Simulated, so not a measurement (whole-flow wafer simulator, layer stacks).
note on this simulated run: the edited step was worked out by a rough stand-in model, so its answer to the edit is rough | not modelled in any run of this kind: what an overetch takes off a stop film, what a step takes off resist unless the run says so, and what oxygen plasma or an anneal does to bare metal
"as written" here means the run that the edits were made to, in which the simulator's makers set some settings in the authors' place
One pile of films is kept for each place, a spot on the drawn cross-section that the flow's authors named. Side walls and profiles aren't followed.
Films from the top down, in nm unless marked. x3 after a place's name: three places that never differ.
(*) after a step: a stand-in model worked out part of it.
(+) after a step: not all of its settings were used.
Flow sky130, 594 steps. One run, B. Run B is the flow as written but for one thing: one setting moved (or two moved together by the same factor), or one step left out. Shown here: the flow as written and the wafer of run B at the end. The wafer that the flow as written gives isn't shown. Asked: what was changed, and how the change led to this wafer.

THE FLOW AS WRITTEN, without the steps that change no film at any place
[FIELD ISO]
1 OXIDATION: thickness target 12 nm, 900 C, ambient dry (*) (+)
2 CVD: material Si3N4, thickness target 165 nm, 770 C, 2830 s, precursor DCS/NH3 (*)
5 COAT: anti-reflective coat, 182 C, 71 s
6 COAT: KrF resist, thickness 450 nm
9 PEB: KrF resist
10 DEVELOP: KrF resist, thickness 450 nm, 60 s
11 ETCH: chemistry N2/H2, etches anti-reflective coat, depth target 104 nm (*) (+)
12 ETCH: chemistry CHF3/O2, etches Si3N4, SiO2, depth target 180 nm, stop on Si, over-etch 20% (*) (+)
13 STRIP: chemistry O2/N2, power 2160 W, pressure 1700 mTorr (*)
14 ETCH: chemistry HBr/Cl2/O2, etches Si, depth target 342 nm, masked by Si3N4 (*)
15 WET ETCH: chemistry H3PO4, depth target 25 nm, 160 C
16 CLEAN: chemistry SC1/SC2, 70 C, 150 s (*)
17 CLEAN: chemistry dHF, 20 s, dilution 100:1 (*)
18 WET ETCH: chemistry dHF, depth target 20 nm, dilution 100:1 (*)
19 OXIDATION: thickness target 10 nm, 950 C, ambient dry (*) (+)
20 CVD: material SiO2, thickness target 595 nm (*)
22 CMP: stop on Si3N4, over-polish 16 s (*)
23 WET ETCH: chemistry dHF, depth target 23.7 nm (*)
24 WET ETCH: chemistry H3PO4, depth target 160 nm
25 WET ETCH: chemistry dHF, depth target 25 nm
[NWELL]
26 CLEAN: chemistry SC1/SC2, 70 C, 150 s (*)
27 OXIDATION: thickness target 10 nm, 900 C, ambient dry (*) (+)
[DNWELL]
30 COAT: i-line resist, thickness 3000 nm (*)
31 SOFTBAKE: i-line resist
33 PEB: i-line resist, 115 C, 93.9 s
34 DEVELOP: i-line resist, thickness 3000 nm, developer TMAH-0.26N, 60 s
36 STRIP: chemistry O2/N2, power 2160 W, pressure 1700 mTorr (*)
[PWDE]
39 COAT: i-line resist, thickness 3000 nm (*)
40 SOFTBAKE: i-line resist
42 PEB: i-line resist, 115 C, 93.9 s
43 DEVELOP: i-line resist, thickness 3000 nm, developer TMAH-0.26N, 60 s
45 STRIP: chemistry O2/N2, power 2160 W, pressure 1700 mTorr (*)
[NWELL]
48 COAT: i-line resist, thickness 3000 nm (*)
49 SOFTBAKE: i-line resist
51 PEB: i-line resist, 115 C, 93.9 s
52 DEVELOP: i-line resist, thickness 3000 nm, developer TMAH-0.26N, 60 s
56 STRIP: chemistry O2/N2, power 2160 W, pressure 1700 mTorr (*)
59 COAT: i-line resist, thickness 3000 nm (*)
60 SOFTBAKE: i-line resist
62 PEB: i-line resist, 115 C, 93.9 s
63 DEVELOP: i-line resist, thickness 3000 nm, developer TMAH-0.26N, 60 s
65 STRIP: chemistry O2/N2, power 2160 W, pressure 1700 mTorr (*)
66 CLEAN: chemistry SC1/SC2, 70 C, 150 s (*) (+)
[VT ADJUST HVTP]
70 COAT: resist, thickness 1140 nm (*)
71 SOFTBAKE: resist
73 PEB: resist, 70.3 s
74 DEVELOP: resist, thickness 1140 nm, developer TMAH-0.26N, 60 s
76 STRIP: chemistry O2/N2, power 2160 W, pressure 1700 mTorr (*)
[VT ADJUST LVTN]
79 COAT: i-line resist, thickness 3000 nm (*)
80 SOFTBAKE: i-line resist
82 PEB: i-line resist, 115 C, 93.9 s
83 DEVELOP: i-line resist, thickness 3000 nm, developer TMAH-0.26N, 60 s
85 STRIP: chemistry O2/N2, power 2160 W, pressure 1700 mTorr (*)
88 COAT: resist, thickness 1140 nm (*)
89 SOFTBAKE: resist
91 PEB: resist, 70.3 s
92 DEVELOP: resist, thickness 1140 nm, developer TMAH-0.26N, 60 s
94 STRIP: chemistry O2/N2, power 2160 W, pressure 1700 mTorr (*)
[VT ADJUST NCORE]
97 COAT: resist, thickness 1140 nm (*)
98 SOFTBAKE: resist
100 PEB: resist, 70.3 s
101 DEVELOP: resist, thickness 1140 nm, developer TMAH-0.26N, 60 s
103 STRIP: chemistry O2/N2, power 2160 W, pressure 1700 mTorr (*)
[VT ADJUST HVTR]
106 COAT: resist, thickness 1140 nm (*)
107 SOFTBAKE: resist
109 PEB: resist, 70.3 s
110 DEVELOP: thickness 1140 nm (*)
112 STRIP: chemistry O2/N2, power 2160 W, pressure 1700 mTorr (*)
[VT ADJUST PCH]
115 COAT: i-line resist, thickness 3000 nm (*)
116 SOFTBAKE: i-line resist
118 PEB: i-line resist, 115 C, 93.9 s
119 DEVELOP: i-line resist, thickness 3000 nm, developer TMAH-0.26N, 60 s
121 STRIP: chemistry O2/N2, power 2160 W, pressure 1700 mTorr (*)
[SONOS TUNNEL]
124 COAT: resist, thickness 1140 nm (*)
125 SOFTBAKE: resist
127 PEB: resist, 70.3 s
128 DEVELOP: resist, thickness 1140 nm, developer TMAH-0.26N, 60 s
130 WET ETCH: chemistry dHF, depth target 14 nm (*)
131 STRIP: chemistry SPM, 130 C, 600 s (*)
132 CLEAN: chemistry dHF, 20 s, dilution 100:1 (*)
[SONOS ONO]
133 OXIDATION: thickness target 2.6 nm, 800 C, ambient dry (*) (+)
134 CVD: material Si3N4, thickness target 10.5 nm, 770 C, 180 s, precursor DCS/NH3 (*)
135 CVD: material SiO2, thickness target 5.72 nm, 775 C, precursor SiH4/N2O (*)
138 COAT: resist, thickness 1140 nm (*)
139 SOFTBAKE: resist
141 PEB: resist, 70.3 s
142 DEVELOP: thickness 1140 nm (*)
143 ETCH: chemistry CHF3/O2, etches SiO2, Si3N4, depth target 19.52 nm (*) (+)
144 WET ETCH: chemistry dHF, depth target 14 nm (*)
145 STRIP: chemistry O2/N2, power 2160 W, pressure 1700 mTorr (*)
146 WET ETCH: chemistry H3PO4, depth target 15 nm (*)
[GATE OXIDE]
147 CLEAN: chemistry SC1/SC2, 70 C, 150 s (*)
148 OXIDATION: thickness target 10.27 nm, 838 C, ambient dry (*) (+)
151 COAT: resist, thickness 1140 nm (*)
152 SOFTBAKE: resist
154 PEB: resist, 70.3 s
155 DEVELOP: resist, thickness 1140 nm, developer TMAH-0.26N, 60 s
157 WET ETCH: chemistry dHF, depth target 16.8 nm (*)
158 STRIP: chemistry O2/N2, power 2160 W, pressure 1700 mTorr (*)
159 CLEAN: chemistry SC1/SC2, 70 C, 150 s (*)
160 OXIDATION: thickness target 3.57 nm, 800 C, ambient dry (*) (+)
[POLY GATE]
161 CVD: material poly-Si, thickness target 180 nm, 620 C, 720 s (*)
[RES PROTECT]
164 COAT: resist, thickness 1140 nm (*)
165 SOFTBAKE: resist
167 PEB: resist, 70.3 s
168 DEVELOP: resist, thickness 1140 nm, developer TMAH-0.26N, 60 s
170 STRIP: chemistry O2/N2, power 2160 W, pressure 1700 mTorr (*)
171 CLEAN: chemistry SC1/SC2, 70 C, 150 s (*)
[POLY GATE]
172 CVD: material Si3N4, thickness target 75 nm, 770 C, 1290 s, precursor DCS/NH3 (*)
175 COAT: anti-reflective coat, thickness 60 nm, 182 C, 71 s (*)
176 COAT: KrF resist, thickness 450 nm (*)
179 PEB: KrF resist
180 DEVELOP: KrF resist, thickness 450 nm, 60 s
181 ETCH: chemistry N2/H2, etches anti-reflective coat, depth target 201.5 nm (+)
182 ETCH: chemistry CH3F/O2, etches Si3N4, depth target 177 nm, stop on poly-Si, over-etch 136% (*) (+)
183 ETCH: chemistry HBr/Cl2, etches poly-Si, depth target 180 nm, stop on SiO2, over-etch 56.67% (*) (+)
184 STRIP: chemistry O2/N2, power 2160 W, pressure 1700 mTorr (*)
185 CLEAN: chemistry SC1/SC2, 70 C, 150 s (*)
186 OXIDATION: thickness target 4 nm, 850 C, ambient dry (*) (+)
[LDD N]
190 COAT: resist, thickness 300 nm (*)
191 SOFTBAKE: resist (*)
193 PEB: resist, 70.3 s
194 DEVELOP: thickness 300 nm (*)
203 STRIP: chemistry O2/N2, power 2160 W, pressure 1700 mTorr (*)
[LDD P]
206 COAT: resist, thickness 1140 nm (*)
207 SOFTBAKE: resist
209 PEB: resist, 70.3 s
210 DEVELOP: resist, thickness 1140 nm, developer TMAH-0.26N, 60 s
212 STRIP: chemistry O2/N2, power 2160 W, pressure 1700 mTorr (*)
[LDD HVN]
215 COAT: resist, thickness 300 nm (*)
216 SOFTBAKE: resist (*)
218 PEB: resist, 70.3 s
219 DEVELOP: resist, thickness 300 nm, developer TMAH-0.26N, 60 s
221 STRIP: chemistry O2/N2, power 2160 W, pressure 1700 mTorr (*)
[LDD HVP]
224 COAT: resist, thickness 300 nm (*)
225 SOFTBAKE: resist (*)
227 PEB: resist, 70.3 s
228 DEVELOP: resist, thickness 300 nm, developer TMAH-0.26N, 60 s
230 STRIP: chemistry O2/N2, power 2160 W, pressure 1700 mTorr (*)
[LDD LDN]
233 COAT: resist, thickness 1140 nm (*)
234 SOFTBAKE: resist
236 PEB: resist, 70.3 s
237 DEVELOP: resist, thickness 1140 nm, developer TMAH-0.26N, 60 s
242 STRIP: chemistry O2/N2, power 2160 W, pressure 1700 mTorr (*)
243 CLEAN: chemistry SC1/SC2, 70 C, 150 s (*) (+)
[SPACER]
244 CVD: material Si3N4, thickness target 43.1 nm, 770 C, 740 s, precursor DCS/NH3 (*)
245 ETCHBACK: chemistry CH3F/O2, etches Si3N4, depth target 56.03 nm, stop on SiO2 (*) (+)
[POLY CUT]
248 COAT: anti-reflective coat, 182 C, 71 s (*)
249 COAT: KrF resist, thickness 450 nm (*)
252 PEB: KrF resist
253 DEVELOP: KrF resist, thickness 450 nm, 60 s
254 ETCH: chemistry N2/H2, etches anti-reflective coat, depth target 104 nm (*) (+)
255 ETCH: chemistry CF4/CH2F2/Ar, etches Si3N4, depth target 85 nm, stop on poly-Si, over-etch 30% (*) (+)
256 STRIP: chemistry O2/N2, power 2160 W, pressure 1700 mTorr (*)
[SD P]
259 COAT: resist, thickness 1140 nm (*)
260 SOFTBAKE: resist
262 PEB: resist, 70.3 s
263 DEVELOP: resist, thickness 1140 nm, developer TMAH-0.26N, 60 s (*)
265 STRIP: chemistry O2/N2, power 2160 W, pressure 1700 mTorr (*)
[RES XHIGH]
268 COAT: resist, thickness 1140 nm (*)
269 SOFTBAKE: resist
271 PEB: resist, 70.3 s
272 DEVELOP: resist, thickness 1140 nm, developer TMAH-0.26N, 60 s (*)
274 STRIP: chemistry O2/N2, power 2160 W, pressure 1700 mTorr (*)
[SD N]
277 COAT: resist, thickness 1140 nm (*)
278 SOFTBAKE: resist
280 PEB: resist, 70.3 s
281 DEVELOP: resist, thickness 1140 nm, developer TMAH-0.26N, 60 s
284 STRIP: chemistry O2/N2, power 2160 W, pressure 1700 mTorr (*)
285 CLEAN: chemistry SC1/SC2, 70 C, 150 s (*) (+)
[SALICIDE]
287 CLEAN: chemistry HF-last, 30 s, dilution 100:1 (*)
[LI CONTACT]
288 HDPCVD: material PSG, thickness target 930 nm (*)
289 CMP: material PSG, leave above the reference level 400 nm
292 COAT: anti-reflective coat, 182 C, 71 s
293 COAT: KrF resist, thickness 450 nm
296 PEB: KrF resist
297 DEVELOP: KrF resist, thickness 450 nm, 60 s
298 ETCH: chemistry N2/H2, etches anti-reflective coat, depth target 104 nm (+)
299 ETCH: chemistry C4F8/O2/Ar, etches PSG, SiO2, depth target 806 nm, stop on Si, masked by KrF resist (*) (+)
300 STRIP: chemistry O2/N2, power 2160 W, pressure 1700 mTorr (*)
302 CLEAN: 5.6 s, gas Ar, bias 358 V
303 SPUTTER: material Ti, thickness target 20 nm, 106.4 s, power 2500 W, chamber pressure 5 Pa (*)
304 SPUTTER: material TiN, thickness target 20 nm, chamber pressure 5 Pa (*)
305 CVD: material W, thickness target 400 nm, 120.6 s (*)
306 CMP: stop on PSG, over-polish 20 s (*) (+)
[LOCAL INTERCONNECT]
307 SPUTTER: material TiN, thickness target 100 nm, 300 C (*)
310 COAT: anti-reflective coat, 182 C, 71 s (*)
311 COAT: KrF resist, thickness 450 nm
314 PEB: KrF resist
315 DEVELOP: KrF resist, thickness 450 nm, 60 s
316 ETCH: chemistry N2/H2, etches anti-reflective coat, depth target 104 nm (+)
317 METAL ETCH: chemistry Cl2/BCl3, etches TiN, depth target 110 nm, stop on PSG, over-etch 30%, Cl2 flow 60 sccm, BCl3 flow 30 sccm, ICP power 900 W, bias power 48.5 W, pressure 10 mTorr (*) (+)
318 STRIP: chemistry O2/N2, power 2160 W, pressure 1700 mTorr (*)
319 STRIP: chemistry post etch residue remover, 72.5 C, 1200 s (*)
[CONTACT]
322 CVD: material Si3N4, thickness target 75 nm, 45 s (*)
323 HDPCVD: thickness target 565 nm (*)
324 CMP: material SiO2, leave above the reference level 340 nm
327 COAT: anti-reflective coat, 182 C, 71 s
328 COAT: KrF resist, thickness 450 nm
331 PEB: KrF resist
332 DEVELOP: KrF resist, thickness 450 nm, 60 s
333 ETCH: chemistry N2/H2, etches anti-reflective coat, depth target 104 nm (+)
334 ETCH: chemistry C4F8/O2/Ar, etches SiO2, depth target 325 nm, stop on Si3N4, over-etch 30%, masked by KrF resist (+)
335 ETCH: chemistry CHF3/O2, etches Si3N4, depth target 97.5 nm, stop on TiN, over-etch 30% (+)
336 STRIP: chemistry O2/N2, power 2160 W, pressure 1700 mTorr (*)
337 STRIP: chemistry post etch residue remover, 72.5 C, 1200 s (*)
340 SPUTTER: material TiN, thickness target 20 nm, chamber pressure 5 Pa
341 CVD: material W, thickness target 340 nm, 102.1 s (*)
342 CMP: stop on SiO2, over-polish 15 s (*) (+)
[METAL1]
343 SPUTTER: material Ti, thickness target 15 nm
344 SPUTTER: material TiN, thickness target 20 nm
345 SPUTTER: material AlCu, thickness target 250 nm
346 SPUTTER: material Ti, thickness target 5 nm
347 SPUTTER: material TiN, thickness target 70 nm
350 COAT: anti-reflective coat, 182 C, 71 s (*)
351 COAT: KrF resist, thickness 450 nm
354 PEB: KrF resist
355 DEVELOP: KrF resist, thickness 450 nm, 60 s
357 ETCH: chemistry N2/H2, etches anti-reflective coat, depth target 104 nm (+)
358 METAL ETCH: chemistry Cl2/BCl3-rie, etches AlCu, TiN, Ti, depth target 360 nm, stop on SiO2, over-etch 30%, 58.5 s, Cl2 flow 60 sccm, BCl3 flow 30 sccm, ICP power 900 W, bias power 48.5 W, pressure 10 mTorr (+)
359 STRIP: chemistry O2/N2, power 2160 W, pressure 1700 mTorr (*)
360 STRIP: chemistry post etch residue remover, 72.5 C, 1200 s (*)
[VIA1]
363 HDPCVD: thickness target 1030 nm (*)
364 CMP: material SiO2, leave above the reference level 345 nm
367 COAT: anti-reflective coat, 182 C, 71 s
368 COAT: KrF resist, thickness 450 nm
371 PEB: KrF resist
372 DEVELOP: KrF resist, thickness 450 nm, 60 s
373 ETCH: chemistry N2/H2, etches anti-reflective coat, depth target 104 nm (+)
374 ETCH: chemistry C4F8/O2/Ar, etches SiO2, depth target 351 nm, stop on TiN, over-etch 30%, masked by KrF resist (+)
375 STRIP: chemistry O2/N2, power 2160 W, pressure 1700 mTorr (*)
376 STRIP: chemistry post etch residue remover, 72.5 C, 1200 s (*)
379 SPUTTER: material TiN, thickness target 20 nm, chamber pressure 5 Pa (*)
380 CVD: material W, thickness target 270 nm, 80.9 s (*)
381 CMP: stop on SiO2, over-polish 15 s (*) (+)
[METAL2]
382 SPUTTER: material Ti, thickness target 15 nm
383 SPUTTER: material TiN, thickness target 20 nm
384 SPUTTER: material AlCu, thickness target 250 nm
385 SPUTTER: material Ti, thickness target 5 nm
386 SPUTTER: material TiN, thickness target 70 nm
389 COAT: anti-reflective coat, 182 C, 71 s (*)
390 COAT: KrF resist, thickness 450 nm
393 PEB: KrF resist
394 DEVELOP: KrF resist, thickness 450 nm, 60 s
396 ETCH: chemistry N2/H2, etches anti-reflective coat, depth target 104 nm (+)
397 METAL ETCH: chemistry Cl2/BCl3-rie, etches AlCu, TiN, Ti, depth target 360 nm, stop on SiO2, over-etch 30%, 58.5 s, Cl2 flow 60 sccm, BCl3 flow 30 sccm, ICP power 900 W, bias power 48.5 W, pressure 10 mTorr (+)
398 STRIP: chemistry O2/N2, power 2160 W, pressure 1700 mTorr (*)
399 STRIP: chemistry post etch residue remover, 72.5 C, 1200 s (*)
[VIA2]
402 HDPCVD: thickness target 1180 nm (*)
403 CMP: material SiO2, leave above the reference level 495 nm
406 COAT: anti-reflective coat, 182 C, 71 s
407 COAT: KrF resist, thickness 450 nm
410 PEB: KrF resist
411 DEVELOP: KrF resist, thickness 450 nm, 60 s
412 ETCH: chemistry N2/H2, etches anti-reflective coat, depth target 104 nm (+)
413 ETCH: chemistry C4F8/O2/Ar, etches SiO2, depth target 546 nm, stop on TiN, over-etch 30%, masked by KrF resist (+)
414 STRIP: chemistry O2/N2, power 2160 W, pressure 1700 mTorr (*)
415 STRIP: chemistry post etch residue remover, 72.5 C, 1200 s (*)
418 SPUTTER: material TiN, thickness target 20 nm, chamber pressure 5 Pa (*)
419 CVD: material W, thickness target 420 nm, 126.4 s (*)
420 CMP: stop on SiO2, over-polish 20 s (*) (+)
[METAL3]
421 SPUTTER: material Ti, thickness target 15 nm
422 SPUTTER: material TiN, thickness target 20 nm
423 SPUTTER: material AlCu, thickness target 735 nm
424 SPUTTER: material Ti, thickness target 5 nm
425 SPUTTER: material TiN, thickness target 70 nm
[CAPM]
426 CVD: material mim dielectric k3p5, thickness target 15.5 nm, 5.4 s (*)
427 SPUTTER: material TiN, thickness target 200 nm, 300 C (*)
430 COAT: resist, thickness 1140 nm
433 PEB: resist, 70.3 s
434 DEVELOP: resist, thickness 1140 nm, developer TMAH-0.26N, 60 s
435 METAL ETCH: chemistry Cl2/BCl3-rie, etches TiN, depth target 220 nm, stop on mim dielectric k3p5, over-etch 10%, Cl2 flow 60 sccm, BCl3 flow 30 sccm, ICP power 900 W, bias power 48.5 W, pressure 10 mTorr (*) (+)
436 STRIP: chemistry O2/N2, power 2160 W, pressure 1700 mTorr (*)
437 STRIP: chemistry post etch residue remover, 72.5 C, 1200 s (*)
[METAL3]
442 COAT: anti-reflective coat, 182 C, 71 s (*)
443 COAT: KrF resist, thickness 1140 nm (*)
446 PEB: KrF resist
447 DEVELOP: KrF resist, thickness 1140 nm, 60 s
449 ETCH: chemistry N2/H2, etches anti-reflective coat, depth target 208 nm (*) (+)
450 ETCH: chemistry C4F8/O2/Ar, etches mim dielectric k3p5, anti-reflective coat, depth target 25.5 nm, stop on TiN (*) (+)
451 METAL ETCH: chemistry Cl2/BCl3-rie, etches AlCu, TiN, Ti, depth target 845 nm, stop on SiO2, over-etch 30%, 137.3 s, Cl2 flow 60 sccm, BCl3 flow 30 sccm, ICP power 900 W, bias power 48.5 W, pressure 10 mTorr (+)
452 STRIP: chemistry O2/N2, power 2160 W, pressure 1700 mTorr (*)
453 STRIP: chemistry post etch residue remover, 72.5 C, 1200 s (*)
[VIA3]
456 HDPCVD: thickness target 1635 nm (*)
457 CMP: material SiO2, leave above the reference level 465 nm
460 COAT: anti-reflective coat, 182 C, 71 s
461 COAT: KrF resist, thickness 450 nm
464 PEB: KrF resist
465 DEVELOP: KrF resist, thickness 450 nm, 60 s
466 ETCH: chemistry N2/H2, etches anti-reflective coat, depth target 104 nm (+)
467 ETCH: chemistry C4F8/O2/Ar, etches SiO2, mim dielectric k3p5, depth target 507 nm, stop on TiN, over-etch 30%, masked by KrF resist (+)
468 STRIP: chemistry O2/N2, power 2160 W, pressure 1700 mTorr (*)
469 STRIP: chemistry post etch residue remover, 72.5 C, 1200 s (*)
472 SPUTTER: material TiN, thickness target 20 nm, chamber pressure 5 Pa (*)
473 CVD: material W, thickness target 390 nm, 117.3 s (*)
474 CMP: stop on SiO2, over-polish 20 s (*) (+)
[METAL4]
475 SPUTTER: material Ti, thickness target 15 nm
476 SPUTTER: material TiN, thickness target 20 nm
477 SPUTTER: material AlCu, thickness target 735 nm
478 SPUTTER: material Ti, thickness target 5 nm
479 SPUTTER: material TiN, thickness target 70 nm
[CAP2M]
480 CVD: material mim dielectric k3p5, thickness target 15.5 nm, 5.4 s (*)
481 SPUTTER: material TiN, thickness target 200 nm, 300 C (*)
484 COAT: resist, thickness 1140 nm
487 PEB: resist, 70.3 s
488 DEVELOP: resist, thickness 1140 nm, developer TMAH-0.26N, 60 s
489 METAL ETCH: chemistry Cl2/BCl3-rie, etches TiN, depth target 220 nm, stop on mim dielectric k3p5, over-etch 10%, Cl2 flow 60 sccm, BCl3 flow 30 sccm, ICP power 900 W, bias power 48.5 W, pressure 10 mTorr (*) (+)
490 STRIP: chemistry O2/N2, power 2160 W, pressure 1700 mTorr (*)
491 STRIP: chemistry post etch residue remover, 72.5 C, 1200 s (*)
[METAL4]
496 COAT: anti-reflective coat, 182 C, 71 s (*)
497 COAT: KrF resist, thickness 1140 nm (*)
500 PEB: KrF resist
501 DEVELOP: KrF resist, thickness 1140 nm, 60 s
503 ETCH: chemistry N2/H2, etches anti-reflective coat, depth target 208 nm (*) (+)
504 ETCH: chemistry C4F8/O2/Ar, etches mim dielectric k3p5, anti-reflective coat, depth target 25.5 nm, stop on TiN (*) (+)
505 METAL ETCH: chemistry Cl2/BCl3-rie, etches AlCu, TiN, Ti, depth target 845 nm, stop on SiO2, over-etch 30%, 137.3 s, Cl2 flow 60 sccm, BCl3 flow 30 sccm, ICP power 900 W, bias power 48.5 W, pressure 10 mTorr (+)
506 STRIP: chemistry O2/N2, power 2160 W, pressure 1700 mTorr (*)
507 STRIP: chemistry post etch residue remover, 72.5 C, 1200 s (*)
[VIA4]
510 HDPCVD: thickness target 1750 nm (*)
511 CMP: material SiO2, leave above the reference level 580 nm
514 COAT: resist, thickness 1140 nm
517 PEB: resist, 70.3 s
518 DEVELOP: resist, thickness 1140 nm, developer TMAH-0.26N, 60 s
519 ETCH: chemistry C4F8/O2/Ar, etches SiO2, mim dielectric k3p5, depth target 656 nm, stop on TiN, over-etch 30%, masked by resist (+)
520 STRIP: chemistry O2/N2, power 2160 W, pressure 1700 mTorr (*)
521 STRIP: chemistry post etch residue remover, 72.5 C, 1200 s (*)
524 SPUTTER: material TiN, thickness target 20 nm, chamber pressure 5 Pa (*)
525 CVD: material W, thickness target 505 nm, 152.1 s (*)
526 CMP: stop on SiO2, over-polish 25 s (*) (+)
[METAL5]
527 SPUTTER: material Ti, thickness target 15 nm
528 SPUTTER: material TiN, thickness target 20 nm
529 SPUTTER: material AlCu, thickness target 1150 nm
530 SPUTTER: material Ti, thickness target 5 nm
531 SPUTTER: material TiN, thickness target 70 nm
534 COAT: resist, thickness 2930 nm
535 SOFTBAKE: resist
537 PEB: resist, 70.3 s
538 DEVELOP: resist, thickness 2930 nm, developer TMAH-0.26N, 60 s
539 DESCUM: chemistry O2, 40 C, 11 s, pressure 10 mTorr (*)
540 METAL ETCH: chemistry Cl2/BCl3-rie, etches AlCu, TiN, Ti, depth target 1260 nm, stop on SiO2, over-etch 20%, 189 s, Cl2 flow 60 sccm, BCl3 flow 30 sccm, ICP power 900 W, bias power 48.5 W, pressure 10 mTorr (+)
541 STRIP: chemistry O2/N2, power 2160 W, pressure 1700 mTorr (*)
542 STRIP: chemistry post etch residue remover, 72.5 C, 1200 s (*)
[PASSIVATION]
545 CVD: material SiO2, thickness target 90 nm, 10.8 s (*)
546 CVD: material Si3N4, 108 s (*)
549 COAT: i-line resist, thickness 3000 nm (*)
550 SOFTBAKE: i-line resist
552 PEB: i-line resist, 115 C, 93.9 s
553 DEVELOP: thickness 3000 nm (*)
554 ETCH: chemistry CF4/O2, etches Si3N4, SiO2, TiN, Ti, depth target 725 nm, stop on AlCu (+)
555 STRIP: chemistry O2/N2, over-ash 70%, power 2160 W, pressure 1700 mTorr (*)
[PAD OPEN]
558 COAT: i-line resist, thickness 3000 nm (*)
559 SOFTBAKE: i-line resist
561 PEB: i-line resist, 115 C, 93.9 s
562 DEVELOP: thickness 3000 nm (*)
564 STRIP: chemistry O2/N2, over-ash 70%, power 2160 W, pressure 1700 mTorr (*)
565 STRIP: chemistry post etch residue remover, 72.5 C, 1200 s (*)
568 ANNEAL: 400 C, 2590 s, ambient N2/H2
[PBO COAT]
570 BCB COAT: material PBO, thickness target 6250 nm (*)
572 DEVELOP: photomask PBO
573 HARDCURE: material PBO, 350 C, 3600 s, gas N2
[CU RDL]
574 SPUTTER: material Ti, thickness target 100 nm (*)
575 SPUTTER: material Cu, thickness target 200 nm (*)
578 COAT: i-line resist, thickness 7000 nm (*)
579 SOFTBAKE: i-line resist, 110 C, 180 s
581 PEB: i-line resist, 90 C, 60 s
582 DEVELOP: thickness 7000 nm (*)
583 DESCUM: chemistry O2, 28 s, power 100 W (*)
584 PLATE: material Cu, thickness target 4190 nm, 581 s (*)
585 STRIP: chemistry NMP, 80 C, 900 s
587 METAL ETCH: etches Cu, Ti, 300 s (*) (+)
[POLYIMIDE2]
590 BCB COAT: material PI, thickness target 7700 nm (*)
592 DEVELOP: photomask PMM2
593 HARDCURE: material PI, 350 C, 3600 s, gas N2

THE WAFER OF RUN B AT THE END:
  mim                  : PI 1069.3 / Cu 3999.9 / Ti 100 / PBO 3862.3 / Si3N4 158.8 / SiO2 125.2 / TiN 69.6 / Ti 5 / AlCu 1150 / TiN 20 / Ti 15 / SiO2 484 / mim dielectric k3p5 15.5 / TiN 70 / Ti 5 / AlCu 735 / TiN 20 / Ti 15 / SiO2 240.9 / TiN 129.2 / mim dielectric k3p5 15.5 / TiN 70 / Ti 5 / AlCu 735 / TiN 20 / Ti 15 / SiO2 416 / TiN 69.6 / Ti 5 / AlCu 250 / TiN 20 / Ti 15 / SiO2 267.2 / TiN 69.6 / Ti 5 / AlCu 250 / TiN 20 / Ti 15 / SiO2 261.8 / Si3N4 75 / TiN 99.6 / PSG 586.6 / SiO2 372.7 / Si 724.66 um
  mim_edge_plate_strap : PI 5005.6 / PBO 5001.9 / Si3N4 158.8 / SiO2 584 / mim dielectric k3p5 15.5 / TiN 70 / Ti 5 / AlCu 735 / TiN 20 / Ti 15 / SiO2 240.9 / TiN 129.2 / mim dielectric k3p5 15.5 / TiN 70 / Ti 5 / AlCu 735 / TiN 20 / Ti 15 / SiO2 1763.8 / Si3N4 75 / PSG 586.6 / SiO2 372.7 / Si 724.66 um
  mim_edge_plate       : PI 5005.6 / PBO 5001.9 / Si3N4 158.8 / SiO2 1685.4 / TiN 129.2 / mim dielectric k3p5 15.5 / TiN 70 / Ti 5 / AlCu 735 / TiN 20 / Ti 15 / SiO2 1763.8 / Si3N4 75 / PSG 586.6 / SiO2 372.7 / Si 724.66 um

The cause: step 427, SPUTTER: thickness target 130 nm was run, where the flow has thickness target 200 nm.

How the change led to this, step by step:
  427 SPUTTER: material TiN, thickness target 200 nm, 300 C (*)
      field, active, n_well and 188 more: TiN +130 (new film) (as written it would be: TiN +200 (new film))
  435 METAL ETCH: chemistry Cl2/BCl3-rie, etches TiN, depth target 220 nm, stop on mim dielectric k3p5, over-etch 10%, Cl2 flow 60 sccm, BCl3 flow 30 sccm, ICP power 900 W, bias power 48.5 W, pressure 10 mTorr (*) (+)
      field, active, n_well and 185 more: TiN -130 (all of it) (as written it would be: TiN -200 (all of it))
      mim, mim_edge_plate_strap, mim_edge_plate: resist -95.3 (as written it would be: resist -146.7)
  436 STRIP: chemistry O2/N2, power 2160 W, pressure 1700 mTorr (*)
      mim, mim_edge_plate_strap, mim_edge_plate: resist -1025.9 (all of it) (as written it would be: resist -974.6 (all of it))
  442 COAT: anti-reflective coat, 182 C, 71 s (*)
      poly_licon, rpo_hd_licon: anti-reflective coat +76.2 (new film) (as written it would be: anti-reflective coat +57.6 (new film))
      mim: anti-reflective coat +29.6 (new film) (as written it would be: anti-reflective coat +40.4 (new film))
      (and at 6 more places)
  443 COAT: KrF resist, thickness 1140 nm (*)
      mim_edge_plate_strap, mim_edge_plate: KrF resist +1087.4 (new film) (as written it would be: KrF resist +1017.4 (new film))
      mim: KrF resist +1085.3 (new film) (as written it would be: KrF resist +1025.5 (new film))
      (and at 1 more place)
  449 ETCH: chemistry N2/H2, etches anti-reflective coat, depth target 208 nm (*) (+)
      poly_licon, rpo_hd_licon: anti-reflective coat -76.2 (all of it) (as written it would be: anti-reflective coat -57.6 (all of it))
      rpo_hd: anti-reflective coat -73.4 (all of it) (as written it would be: anti-reflective coat -62 (all of it))
      (and at 2 more places)
  452 STRIP: chemistry O2/N2, power 2160 W, pressure 1700 mTorr (*)
      mim_edge_plate_strap, mim_edge_plate: KrF resist -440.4 (all of it), anti-reflective coat -3 (all of it) (as written it would be: KrF resist -370.5 (all of it), anti-reflective coat -3 (all of it))
      mim: KrF resist -438.3 (all of it), anti-reflective coat -29.6 (all of it) (as written it would be: KrF resist -378.7 (all of it), anti-reflective coat -40.4 (all of it))
      (and at 3 more places)
  457 CMP: material SiO2, leave above the reference level 465 nm
      mim, mim_edge_plate_strap, mim_edge_plate: SiO2 -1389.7 (as written it would be: SiO2 -1459.7)
